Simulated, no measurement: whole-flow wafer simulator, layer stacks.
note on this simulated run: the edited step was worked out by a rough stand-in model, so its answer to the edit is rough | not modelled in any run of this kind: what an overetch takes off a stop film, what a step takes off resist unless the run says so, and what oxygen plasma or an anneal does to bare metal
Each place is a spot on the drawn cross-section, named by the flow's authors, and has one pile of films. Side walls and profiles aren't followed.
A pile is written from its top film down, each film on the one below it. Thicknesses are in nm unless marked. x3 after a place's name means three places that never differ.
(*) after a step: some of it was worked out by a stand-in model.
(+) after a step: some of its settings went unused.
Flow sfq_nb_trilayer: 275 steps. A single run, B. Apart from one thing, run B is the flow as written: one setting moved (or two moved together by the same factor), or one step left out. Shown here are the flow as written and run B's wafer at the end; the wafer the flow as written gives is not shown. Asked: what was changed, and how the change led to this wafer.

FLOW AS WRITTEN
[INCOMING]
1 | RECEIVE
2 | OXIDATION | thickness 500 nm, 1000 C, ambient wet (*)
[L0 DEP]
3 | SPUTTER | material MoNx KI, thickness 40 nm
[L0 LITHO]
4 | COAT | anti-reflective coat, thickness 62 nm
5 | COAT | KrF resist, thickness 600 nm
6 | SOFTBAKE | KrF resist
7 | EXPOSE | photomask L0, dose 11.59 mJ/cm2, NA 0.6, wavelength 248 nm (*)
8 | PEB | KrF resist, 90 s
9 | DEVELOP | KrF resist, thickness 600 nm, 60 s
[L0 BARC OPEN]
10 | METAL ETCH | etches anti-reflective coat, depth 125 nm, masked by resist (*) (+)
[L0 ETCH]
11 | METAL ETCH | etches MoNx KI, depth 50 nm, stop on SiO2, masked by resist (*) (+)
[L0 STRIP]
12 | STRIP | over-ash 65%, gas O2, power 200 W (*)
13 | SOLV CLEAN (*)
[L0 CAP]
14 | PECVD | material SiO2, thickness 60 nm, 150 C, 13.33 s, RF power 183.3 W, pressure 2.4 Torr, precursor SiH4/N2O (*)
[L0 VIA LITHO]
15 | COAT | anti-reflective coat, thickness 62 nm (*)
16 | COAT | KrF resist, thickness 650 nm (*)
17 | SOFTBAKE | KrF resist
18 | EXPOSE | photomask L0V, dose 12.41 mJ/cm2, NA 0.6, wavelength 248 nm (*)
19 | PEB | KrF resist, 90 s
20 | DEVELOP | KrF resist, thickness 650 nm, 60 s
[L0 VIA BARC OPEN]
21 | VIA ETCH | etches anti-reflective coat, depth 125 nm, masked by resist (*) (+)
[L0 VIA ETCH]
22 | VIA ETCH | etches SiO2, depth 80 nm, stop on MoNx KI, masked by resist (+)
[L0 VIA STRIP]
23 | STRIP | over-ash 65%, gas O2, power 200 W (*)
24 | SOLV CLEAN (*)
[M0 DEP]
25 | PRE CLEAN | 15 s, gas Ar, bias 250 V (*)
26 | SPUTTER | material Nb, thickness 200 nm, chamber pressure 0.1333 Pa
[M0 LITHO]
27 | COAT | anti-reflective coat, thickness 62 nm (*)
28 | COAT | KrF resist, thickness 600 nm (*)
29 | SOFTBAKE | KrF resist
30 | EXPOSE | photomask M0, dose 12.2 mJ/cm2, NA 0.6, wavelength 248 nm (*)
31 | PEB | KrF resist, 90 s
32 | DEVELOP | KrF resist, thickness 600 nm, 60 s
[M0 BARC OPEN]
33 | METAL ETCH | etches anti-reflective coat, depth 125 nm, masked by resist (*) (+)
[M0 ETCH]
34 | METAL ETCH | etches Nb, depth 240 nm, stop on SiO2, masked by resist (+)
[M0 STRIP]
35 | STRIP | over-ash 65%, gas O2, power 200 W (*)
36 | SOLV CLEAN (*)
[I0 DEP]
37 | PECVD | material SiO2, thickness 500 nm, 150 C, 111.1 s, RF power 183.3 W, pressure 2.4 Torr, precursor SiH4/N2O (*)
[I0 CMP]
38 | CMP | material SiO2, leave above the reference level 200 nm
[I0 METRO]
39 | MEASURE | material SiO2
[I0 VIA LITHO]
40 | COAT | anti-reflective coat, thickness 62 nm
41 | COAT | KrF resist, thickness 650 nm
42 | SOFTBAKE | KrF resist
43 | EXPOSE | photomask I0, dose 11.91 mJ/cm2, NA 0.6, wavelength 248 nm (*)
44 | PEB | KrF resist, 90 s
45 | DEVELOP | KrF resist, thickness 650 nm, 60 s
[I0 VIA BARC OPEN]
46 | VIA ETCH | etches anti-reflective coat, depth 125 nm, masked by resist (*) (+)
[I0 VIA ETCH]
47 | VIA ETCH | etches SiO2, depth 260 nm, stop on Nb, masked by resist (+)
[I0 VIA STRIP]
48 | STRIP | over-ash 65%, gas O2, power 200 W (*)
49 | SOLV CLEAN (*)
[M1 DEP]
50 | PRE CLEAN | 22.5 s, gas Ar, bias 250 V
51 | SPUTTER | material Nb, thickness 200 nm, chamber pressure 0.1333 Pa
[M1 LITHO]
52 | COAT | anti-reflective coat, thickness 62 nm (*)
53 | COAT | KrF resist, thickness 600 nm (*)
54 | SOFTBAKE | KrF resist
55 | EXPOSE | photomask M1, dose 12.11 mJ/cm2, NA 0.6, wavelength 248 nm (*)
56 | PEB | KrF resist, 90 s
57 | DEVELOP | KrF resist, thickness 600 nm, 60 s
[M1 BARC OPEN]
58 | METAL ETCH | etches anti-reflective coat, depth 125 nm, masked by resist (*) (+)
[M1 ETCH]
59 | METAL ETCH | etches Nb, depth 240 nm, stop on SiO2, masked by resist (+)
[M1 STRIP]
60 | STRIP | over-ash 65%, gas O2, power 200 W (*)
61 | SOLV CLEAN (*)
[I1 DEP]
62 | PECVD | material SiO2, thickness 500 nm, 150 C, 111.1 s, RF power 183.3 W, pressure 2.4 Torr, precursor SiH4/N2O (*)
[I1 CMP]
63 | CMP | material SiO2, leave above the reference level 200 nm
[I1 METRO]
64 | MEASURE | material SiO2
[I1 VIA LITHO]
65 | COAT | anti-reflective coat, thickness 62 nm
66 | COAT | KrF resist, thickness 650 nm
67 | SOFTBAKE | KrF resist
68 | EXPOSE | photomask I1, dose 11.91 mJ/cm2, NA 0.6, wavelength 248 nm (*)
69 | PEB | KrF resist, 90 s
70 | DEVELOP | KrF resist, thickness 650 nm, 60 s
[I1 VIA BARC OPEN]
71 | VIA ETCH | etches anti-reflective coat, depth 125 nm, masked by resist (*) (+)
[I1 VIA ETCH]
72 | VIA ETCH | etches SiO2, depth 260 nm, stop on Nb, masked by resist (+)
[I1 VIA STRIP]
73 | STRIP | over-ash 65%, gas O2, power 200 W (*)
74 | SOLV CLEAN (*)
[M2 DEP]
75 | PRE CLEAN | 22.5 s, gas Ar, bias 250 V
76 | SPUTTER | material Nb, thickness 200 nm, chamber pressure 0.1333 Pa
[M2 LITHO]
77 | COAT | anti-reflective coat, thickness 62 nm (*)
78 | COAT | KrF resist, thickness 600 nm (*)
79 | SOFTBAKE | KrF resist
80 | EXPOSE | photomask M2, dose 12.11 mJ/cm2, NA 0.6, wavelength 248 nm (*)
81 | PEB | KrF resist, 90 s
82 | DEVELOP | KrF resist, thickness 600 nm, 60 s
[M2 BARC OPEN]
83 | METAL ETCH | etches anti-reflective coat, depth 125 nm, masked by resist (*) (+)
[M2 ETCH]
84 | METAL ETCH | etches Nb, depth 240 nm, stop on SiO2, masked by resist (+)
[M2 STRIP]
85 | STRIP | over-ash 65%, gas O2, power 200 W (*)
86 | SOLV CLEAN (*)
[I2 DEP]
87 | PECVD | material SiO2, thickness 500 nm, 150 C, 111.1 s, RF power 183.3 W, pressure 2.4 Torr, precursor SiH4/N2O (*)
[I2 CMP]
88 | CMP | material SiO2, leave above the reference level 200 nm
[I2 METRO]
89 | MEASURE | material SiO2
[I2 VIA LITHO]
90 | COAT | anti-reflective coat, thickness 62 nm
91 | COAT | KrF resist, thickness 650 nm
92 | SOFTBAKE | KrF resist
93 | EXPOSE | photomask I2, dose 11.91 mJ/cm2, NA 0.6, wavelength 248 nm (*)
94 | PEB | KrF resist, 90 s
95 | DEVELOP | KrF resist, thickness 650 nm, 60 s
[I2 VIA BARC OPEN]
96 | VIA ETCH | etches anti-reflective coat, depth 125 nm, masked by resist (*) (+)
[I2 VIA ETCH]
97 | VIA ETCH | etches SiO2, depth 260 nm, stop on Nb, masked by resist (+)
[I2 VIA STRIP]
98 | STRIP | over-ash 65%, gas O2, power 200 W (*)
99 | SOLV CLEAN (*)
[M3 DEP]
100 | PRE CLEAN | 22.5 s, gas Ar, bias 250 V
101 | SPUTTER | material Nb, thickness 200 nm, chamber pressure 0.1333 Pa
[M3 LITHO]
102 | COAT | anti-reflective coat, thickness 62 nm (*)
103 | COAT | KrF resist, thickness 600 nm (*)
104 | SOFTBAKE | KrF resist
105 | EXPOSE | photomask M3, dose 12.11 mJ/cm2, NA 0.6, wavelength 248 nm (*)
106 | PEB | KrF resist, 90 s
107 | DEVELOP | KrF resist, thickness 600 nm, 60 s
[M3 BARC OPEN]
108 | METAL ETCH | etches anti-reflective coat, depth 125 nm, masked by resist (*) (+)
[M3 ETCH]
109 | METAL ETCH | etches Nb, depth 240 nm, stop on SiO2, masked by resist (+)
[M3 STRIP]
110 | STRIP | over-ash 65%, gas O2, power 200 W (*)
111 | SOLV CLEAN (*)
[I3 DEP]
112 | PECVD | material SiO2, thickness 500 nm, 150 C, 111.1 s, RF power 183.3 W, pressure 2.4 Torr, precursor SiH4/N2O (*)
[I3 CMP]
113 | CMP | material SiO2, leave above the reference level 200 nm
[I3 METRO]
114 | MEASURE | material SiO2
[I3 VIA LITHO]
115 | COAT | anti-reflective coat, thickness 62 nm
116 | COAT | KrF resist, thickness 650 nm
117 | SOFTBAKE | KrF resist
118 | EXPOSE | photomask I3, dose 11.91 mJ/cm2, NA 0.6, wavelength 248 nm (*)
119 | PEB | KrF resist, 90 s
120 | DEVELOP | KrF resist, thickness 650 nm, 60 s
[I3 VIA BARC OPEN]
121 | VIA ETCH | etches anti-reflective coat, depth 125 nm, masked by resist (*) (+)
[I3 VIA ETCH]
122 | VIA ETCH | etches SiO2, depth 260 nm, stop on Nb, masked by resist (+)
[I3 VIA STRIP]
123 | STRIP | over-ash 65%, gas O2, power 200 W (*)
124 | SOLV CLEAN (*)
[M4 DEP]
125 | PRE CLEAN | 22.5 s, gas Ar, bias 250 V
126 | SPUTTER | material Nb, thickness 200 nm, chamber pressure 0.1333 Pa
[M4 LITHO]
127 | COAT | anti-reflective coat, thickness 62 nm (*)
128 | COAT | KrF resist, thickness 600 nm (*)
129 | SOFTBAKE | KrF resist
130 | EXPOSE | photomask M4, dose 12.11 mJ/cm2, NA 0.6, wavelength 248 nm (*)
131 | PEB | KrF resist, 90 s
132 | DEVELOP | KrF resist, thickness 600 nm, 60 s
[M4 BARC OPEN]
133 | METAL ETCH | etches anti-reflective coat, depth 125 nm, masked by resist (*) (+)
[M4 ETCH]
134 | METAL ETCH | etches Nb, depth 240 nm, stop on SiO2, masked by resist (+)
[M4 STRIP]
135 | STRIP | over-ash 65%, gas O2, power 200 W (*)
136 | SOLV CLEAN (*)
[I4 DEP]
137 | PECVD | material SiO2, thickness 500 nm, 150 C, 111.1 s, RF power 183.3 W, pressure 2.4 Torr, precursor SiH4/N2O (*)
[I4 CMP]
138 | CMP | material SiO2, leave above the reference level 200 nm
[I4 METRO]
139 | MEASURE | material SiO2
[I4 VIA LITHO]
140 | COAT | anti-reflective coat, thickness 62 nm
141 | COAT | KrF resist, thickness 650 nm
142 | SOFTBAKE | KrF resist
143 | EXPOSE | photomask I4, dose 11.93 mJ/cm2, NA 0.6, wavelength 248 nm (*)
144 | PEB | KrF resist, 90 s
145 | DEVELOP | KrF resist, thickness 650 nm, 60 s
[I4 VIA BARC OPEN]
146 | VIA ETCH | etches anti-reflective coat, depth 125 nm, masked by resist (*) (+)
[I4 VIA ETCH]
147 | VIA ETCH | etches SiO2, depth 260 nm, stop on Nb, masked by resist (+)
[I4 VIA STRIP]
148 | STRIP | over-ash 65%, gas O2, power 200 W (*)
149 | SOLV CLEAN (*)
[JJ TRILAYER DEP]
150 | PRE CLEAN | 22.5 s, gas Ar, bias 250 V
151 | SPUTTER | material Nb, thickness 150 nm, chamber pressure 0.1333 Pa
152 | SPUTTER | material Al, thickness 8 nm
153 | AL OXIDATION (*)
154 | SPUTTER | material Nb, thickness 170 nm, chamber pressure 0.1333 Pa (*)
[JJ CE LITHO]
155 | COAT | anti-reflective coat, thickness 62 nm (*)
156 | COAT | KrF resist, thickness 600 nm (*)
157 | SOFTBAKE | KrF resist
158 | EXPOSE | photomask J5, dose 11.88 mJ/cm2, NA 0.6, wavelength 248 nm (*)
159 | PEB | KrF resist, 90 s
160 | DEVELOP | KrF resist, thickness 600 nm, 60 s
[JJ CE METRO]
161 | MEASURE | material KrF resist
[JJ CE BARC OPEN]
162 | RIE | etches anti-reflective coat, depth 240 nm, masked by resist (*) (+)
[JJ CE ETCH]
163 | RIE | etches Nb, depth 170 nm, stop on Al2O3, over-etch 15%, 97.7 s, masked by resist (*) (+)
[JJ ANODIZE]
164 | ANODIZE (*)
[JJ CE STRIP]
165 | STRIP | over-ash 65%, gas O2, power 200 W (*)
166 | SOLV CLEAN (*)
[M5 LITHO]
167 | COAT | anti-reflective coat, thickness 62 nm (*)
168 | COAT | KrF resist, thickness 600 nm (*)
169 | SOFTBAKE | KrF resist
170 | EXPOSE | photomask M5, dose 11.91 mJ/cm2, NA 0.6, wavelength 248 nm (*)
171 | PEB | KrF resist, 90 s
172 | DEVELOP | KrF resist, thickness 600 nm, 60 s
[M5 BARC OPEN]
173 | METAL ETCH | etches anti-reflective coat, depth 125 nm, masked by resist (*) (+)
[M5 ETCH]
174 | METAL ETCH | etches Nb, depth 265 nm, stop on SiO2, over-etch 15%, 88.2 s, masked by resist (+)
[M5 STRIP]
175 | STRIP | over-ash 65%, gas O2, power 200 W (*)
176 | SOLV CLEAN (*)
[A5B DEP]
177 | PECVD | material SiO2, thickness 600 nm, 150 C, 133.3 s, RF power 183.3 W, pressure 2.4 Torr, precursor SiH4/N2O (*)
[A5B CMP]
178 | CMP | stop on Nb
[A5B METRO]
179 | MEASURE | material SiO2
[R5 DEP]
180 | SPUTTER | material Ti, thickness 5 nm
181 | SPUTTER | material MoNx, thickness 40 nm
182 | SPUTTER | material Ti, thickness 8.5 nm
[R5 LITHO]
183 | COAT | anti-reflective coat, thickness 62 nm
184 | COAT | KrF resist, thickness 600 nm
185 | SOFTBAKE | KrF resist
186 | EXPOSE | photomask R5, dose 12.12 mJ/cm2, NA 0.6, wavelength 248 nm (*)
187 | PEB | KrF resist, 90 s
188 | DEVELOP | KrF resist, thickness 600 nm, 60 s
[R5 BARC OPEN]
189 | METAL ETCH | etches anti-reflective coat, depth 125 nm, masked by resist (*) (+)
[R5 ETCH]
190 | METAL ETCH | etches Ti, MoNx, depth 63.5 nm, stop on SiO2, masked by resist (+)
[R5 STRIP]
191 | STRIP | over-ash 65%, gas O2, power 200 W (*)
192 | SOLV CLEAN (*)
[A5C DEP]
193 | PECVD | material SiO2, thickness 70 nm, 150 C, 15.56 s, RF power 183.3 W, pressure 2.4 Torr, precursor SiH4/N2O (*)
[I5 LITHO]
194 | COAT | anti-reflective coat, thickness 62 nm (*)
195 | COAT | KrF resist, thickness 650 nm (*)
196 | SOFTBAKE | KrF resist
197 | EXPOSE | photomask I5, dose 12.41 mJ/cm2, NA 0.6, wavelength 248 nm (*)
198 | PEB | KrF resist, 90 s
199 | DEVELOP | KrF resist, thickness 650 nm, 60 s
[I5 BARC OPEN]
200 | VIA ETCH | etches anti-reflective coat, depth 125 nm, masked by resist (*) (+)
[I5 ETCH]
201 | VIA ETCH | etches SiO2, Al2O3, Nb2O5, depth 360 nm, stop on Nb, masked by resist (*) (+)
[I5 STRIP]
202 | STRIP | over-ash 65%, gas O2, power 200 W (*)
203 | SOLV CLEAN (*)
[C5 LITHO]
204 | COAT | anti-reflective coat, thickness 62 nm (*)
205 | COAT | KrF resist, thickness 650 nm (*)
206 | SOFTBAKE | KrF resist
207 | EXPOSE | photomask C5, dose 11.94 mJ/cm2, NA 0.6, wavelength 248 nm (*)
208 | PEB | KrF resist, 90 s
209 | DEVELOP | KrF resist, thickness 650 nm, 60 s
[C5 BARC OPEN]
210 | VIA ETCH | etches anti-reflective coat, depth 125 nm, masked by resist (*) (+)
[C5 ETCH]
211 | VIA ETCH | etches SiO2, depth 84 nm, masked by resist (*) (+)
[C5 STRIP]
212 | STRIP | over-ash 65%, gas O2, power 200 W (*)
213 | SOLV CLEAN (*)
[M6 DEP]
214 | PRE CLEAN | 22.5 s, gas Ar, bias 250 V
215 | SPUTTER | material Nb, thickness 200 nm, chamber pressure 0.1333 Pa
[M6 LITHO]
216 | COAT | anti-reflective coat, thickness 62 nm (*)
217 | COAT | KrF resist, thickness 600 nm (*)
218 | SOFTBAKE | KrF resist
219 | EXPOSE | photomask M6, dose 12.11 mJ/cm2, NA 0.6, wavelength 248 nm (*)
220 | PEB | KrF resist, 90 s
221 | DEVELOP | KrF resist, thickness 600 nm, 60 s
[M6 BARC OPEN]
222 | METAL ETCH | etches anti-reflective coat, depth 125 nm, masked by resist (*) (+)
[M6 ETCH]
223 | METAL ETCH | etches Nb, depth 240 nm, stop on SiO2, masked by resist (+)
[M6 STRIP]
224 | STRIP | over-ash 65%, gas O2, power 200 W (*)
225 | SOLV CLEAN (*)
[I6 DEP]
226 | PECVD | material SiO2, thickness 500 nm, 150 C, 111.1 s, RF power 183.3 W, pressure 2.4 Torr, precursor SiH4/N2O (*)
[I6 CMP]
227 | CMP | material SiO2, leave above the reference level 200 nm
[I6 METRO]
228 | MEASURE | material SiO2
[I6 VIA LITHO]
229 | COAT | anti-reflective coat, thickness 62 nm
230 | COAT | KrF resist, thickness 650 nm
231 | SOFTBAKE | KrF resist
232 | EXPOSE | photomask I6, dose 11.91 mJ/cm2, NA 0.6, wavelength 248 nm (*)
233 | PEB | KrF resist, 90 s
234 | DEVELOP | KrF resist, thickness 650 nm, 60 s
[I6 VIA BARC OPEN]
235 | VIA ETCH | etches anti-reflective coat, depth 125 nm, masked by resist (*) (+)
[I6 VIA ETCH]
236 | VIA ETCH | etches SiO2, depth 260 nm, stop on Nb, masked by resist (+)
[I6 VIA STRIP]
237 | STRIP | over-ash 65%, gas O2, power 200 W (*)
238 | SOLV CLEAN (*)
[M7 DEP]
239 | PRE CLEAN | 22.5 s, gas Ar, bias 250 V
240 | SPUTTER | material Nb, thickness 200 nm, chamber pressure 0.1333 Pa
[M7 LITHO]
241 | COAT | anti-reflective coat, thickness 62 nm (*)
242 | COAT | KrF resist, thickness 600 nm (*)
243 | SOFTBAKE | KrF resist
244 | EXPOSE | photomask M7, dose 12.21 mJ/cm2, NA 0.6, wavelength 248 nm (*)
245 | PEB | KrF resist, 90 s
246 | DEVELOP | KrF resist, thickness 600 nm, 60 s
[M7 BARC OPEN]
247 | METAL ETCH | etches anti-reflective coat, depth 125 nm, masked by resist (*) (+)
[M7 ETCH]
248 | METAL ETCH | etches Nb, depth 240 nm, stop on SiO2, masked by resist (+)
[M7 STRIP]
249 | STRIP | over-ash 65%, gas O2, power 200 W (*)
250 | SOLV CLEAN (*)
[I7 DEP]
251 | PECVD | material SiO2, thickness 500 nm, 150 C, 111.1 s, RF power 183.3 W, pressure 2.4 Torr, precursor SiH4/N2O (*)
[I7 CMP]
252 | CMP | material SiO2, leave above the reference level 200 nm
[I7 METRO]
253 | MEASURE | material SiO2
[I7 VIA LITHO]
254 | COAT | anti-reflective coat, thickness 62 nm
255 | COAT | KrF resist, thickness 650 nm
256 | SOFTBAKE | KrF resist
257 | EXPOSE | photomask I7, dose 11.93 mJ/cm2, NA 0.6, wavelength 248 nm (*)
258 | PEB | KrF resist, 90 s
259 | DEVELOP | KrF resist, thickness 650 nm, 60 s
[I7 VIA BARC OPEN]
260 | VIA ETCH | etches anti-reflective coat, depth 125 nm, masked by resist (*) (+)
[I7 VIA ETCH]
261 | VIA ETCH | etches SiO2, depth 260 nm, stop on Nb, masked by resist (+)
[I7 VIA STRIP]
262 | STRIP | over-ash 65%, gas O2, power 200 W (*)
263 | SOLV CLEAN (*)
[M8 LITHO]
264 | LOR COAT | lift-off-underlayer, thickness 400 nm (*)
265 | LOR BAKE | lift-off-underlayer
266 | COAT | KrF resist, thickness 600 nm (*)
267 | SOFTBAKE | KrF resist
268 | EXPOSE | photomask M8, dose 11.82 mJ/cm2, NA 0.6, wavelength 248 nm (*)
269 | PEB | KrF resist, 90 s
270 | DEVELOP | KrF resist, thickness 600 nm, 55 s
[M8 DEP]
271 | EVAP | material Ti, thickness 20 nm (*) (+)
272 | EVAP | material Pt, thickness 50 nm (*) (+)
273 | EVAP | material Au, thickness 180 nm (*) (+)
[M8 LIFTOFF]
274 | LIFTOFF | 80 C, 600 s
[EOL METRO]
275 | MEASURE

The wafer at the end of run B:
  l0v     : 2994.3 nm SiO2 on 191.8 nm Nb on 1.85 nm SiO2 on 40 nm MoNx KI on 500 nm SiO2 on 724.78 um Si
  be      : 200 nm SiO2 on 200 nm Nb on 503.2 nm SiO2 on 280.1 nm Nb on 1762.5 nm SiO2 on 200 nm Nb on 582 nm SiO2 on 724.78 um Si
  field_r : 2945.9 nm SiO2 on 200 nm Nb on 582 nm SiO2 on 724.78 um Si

The reason: step 14, PECVD: thickness 87 nm was run, while the flow as written has thickness 60 nm; step 14, PECVD: 19.33 s was run, where the flow has 13.33 s.

Step by step, how the change led to this:
  14 | PECVD | material SiO2, thickness 60 nm, 150 C, 13.33 s, RF power 183.3 W, pressure 2.4 Torr, precursor SiH4/N2O (*)
      v_sur, via_wl, via_w and 97 more: SiO2 gains 87 (it would be, as written: SiO2 gains 60)
      field_l, l0_sur, l0v, l0r_line_l, l0r_line_c, l0r_line_r: SiO2 gains 87 (new film) (it would be, as written: SiO2 gains 60 (new film))
  22 | VIA ETCH | etches SiO2, depth 80 nm, stop on MoNx KI, masked by resist (+)
      l0v: SiO2 loses 80 (it would be, as written: SiO2 loses 59.8 (all of it))
  25 | PRE CLEAN | 15 s, gas Ar, bias 250 V (*)
      l0v: SiO2 loses 5 (it would be, as written: MoNx KI loses 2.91)
  27 | COAT | anti-reflective coat, thickness 62 nm (*)
      l0_sur: anti-reflective coat gains 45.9 (new film) (it would be, as written: anti-reflective coat gains 47.5 (new film))
      l0v: anti-reflective coat gains 83.5 (new film) (it would be, as written: anti-reflective coat gains 78 (new film))
  28 | COAT | KrF resist, thickness 600 nm (*)
      l0v: KrF resist gains 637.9 (new film) (it would be, as written: KrF resist gains 622.9 (new film))
  35 | STRIP | over-ash 65%, gas O2, power 200 W (*)
      l0_sur: KrF resist loses 369.5 (all of it), anti-reflective coat loses 45.9 (all of it) (it would be, as written: KrF resist loses 372 (all of it), anti-reflective coat loses 47.5 (all of it))
      l0v: KrF resist loses 420.2 (all of it), anti-reflective coat loses 83.5 (all of it) (it would be, as written: KrF resist loses 405.3 (all of it), anti-reflective coat loses 78 (all of it))
  38 | CMP | material SiO2, leave above the reference level 200 nm
      l0v: SiO2 loses 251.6 (it would be, as written: SiO2 loses 277.8)
With metal films that touch counted as one body, l0v has 2 bodies (between them, from the top down: SiO2 1.85); the flow as written gives 1 body.
